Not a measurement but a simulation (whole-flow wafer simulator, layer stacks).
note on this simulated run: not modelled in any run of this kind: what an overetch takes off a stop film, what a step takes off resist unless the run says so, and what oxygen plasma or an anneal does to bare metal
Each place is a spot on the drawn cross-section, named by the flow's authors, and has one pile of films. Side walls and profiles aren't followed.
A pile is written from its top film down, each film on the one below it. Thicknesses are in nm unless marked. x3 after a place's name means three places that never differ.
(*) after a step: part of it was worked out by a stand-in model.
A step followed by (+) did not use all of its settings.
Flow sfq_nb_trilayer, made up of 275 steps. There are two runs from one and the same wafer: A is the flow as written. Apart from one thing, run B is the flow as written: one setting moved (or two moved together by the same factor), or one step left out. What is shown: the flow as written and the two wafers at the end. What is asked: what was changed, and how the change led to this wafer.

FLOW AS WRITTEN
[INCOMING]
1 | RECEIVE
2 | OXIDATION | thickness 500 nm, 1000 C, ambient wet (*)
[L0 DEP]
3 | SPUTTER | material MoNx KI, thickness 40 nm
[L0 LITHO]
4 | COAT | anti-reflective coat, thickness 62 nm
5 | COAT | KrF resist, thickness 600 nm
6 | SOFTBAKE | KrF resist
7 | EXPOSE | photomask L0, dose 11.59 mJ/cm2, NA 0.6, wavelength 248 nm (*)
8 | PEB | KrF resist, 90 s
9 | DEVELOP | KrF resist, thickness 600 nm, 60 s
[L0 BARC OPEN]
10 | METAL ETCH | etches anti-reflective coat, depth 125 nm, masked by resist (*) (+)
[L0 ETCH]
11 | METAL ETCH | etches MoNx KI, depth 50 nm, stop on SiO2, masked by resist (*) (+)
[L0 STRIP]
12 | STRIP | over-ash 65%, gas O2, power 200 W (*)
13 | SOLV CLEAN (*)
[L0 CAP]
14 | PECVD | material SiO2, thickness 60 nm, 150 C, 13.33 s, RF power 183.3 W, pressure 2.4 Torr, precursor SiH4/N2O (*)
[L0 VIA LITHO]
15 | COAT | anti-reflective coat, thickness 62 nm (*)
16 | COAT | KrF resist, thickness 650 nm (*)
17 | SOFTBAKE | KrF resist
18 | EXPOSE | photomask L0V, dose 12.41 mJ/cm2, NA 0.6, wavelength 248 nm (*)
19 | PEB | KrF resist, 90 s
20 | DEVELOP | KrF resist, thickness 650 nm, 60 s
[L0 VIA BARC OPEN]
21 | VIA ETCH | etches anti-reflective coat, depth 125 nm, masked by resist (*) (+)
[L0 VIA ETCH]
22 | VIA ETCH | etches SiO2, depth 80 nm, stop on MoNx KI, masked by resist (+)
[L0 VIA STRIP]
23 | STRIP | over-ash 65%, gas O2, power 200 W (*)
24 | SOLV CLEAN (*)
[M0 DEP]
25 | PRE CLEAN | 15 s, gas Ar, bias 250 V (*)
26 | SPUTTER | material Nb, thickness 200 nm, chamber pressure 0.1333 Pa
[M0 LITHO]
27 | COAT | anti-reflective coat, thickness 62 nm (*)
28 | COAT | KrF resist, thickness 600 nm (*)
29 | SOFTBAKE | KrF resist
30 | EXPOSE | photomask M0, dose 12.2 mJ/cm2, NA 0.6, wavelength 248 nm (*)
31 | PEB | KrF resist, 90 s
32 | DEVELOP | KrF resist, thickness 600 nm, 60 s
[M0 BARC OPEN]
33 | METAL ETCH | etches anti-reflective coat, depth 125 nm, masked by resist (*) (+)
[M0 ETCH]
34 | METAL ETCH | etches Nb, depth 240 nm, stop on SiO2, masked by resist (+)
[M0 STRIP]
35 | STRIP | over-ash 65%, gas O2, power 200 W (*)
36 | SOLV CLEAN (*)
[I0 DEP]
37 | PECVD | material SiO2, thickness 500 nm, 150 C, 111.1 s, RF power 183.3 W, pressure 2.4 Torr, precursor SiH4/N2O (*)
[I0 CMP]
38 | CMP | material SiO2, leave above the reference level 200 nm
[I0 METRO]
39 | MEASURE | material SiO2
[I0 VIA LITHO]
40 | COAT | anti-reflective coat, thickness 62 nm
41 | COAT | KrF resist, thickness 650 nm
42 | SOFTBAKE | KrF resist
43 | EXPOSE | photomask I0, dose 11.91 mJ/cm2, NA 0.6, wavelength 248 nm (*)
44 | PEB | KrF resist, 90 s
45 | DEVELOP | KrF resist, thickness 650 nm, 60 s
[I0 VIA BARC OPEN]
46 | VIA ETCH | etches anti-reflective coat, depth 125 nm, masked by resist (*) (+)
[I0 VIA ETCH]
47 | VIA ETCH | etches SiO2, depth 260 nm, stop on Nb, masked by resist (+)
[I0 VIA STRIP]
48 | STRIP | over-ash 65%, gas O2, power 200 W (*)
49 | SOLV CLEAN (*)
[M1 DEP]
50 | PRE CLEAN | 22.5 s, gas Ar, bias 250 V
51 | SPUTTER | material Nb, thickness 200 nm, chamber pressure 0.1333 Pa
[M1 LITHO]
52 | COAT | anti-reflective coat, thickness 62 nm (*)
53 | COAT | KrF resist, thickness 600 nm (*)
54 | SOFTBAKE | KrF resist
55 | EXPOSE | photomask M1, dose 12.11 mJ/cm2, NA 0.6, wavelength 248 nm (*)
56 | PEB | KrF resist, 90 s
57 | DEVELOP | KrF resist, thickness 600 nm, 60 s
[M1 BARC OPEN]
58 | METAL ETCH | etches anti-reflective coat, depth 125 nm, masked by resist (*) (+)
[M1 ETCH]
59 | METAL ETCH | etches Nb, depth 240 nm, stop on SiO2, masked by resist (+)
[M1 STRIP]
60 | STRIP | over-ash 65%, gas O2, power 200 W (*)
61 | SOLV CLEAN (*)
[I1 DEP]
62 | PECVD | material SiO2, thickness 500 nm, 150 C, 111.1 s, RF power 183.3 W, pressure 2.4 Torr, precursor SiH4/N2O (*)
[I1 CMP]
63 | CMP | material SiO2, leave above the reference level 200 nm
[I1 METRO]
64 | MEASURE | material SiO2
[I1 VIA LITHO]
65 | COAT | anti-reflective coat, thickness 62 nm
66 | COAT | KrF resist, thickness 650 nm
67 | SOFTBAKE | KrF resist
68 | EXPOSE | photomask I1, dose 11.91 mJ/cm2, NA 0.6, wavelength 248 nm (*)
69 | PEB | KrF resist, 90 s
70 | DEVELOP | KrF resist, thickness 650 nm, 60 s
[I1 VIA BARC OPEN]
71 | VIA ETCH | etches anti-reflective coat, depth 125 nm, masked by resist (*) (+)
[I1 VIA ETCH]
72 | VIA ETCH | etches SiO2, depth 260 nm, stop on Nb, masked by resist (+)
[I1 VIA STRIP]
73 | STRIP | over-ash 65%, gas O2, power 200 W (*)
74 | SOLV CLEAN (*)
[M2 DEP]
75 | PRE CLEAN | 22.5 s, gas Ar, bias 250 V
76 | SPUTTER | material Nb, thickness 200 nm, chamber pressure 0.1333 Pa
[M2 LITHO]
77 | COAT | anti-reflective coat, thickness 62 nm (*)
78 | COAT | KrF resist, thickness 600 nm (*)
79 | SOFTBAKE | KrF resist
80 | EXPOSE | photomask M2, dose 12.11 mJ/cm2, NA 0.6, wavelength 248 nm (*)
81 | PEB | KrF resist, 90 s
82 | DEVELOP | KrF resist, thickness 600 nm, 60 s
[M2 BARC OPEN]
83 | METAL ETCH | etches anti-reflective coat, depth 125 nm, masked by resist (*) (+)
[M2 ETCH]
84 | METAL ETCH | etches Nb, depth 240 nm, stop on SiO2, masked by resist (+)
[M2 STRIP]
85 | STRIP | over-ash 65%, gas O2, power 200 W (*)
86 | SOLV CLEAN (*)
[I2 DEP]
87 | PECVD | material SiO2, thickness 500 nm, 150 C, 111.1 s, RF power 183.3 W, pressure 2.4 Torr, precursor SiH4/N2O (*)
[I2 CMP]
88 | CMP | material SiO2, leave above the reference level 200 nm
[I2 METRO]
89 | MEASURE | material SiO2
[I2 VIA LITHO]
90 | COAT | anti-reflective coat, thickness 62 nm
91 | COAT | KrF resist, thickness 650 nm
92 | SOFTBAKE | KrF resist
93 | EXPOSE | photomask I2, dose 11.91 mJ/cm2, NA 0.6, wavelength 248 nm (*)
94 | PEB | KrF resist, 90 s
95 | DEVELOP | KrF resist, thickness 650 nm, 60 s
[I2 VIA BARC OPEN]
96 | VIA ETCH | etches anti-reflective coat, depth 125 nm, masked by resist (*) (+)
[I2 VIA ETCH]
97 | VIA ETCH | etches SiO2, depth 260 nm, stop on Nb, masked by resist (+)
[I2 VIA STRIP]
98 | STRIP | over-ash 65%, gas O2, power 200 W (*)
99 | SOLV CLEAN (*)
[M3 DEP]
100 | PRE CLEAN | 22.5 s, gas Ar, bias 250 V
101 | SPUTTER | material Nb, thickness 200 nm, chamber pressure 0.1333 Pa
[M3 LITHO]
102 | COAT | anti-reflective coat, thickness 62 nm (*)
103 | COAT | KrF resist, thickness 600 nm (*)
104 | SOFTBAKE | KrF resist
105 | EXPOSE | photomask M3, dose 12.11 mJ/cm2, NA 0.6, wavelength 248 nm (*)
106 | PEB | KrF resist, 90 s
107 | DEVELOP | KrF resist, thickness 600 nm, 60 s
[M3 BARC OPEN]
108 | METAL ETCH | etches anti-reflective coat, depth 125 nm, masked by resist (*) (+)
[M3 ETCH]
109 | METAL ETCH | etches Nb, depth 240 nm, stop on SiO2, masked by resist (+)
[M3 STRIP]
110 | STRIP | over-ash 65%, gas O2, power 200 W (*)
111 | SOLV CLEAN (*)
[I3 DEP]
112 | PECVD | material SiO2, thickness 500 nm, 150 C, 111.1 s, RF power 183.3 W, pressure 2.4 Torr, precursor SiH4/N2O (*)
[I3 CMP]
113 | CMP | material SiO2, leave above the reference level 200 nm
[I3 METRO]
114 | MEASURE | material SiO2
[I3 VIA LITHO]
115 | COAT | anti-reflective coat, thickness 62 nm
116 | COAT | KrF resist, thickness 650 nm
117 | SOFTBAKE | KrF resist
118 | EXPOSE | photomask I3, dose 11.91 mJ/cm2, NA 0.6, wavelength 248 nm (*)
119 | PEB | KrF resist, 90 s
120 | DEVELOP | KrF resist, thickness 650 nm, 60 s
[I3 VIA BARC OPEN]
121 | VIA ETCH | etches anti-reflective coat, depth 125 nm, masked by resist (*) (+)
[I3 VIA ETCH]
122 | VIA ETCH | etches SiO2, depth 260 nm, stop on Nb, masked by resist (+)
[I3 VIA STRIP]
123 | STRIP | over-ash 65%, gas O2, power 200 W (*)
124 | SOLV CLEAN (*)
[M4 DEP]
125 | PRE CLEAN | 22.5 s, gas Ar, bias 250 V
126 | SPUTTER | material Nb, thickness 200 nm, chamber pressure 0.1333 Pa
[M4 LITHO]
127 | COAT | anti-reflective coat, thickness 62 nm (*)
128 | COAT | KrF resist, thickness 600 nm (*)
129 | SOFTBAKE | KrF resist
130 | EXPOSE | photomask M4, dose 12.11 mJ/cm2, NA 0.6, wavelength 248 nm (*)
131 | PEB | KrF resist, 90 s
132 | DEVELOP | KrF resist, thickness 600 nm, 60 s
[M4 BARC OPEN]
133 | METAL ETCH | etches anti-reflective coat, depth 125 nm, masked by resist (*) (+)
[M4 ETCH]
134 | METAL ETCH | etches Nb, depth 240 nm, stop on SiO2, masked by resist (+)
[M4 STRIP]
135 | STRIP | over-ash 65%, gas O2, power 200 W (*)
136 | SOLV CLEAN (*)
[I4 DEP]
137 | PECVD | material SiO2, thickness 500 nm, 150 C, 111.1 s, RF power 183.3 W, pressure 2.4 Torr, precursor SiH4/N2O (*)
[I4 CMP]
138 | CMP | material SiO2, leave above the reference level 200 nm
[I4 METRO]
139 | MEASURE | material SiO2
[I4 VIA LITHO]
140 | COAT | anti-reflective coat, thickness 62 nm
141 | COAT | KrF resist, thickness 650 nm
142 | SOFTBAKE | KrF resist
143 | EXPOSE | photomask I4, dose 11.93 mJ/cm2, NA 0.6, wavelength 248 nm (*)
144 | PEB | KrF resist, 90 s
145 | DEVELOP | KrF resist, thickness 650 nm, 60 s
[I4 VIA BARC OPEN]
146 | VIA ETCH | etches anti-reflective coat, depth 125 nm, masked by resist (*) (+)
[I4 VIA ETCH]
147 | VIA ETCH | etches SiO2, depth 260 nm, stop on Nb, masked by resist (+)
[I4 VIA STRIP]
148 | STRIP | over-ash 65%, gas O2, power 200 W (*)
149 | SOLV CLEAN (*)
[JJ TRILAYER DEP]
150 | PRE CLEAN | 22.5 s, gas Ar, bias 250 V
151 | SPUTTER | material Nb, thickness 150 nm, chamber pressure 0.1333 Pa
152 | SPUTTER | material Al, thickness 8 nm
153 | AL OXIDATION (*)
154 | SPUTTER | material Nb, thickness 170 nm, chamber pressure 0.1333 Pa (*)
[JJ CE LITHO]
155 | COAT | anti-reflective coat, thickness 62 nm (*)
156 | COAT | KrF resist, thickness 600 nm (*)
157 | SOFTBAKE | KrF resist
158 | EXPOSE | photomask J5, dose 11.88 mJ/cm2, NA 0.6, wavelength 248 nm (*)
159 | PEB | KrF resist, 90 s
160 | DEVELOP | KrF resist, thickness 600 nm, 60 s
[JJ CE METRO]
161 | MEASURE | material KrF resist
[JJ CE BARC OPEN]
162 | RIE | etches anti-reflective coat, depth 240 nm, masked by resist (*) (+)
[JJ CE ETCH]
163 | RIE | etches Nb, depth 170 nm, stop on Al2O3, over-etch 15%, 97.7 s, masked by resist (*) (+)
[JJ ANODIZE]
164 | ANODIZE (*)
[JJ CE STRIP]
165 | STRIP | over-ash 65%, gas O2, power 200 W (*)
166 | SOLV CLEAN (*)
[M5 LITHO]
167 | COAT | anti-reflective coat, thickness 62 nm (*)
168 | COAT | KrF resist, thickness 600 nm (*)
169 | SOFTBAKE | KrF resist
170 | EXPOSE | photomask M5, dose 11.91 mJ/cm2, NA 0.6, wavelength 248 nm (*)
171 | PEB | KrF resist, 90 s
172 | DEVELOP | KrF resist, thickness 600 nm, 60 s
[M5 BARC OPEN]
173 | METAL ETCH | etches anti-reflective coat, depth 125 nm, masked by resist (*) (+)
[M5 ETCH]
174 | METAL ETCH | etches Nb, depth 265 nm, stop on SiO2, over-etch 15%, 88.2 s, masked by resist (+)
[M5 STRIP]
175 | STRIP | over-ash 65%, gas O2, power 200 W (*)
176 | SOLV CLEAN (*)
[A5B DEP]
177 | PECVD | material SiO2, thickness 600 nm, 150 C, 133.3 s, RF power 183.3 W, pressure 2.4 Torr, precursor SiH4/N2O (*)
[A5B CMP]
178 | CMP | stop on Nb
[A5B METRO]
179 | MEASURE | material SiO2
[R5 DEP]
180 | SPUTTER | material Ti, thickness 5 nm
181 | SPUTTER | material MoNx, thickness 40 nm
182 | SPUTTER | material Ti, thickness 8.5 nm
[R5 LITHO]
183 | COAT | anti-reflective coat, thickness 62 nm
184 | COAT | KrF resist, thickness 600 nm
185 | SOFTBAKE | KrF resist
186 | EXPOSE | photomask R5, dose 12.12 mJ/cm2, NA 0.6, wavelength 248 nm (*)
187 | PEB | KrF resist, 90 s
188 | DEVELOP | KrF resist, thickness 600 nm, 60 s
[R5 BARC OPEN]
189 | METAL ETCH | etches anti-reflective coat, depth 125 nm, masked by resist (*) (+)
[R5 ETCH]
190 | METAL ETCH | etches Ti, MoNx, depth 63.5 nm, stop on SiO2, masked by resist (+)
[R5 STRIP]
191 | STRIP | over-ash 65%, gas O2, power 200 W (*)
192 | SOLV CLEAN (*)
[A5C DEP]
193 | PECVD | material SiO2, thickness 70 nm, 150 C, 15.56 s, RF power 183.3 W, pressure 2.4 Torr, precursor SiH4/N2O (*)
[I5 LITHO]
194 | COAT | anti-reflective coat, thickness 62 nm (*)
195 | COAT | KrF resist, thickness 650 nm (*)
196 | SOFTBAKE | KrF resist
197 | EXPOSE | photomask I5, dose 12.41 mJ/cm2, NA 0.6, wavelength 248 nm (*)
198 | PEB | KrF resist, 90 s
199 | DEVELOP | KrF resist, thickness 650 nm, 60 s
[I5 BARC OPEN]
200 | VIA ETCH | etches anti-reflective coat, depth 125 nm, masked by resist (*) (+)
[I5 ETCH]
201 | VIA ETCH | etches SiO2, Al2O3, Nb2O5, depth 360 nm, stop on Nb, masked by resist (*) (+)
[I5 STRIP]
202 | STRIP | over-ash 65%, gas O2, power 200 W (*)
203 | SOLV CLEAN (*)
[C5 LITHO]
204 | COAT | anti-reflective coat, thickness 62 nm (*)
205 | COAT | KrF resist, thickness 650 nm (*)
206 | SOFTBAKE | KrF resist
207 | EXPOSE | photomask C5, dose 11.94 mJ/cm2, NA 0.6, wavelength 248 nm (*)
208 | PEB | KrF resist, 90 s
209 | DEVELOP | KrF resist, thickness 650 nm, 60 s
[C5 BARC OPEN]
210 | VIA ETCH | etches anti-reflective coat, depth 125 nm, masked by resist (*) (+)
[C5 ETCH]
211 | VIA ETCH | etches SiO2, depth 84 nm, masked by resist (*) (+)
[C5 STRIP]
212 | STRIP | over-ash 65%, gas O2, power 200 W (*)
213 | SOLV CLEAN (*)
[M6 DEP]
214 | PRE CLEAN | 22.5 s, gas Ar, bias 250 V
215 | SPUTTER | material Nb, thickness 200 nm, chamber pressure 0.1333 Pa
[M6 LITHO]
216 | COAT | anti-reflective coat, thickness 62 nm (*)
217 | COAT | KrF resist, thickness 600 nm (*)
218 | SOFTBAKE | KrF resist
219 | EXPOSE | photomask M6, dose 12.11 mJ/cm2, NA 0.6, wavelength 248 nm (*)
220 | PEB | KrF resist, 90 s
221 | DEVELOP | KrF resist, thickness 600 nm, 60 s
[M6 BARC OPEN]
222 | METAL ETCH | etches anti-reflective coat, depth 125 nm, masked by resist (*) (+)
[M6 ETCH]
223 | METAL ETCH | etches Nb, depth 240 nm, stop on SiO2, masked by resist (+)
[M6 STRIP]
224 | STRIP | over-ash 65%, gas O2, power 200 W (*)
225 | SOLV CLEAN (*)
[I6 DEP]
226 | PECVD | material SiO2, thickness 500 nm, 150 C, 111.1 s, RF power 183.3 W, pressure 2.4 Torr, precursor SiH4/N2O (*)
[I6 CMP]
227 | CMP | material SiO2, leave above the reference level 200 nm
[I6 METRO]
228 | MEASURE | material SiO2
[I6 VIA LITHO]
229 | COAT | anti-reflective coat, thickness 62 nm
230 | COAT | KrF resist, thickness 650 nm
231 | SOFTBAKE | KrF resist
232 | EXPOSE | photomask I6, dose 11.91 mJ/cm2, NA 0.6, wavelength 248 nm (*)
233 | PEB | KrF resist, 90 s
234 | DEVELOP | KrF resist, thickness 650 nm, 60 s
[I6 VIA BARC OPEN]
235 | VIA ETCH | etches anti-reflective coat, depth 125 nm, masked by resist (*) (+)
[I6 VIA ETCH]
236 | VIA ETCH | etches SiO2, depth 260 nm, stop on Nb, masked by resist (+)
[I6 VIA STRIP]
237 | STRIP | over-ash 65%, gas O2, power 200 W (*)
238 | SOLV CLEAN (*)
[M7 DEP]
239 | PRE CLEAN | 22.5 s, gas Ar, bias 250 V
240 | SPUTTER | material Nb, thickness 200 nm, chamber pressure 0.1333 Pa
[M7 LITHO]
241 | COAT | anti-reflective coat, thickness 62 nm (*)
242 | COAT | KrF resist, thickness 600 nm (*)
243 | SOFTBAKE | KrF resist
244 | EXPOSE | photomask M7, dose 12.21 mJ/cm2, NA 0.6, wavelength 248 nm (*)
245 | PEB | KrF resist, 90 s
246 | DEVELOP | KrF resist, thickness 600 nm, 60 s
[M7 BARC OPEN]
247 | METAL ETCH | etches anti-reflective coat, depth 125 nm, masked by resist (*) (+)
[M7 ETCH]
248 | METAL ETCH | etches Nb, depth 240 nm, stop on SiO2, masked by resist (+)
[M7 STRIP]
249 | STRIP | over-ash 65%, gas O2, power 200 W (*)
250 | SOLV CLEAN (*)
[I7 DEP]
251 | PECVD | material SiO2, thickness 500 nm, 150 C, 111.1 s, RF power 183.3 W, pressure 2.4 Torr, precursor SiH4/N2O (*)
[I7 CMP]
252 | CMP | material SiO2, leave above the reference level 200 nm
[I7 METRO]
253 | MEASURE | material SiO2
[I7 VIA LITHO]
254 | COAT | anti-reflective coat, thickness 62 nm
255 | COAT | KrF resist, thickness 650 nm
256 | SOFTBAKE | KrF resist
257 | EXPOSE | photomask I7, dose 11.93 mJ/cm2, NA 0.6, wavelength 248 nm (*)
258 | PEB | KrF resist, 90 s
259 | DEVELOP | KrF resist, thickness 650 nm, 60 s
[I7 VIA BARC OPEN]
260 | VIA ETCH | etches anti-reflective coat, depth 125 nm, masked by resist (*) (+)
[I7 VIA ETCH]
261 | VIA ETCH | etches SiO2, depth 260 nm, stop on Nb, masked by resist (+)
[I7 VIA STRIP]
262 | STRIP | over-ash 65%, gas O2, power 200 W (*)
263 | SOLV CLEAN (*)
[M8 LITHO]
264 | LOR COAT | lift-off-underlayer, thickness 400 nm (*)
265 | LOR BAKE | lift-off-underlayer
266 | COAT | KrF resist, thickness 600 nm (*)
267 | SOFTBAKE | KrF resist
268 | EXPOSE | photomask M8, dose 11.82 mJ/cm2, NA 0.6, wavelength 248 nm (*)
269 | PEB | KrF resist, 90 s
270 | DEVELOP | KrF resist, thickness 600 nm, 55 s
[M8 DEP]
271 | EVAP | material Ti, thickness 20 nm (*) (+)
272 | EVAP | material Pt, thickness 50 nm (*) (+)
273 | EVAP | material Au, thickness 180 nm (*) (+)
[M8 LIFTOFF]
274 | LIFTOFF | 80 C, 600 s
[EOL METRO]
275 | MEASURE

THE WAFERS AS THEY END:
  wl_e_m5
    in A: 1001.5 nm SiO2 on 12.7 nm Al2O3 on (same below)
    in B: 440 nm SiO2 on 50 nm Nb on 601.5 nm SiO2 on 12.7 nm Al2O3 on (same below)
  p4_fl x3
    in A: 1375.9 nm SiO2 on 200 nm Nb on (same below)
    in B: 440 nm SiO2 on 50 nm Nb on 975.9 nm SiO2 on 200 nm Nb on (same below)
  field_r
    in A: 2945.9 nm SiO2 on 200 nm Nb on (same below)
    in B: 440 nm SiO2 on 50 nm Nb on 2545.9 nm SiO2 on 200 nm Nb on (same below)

What caused this: step 240, SPUTTER: thickness 290 nm was run, whereas the flow has thickness 200 nm.

The path from the change to this, step by step:
  240 | SPUTTER | material Nb, thickness 200 nm, chamber pressure 0.1333 Pa
      field_l, v_sur, via_wl and 102 more: A Nb gains 200 (new film) | B Nb gains 290 (new film)
      via_v: A Nb gains 161.1 | B Nb gains 234.2
  241 | COAT | anti-reflective coat, thickness 62 nm (*)
      via_v: A anti-reflective coat gains 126 (new film) | B anti-reflective coat gains 128.8 (new film)
  248 | METAL ETCH | etches Nb, depth 240 nm, stop on SiO2, masked by resist (+)
      field_l, field_r, lsp_l and 62 more: A Nb loses 200 (all of it) | B Nb loses 240
  249 | STRIP | over-ash 65%, gas O2, power 200 W (*)
      via_v: A KrF resist loses 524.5 (all of it), anti-reflective coat loses 126 (all of it) | B KrF resist loses 536.3 (all of it), anti-reflective coat loses 128.8 (all of it)
  251 | PECVD | material SiO2, thickness 500 nm, 150 C, 111.1 s, RF power 183.3 W, pressure 2.4 Torr, precursor SiH4/N2O (*)
      field_l, p4_fl x3, p4_w1 x9 and 46 more: A SiO2 gains 500 | B SiO2 gains 500 (new film)
      field_r, lsp_l: A SiO2 gains 477.7 | B SiO2 gains 473.2 (new film)
      (and at 4 other places as well)
  252 | CMP | material SiO2, leave above the reference level 200 nm
      field_l, p4_fl x3, p4_w1 x9 and 46 more: A SiO2 loses 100 | B SiO2 loses 60
      field_r, lsp_l: A SiO2 loses 77.7 | B SiO2 loses 33.2
      (and at 3 other places as well)
With metal films that touch counted as one body, wl_e_m5 has 7 bodies (between them, from the top down: SiO2 601.5 / Al2O3 12.7 / Nb2O5 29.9; SiO2 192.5; SiO2 192.5; SiO2 192.5; SiO2 192.5; SiO2 192.5); the flow as written gives 6 bodies (between them, from the top down: SiO2 192.5; SiO2 192.5; SiO2 192.5; SiO2 192.5; SiO2 192.5).
With metal films that touch counted as one body, p4_fl x3 has 3 bodies (between them, from the top down: SiO2 975.9; SiO2 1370); the flow as written gives 2 bodies (between them, from the top down: SiO2 1370).
With metal films that touch counted as one body, field_r has 2 bodies (between them, from the top down: SiO2 2545.9); the flow as written gives 1 body.
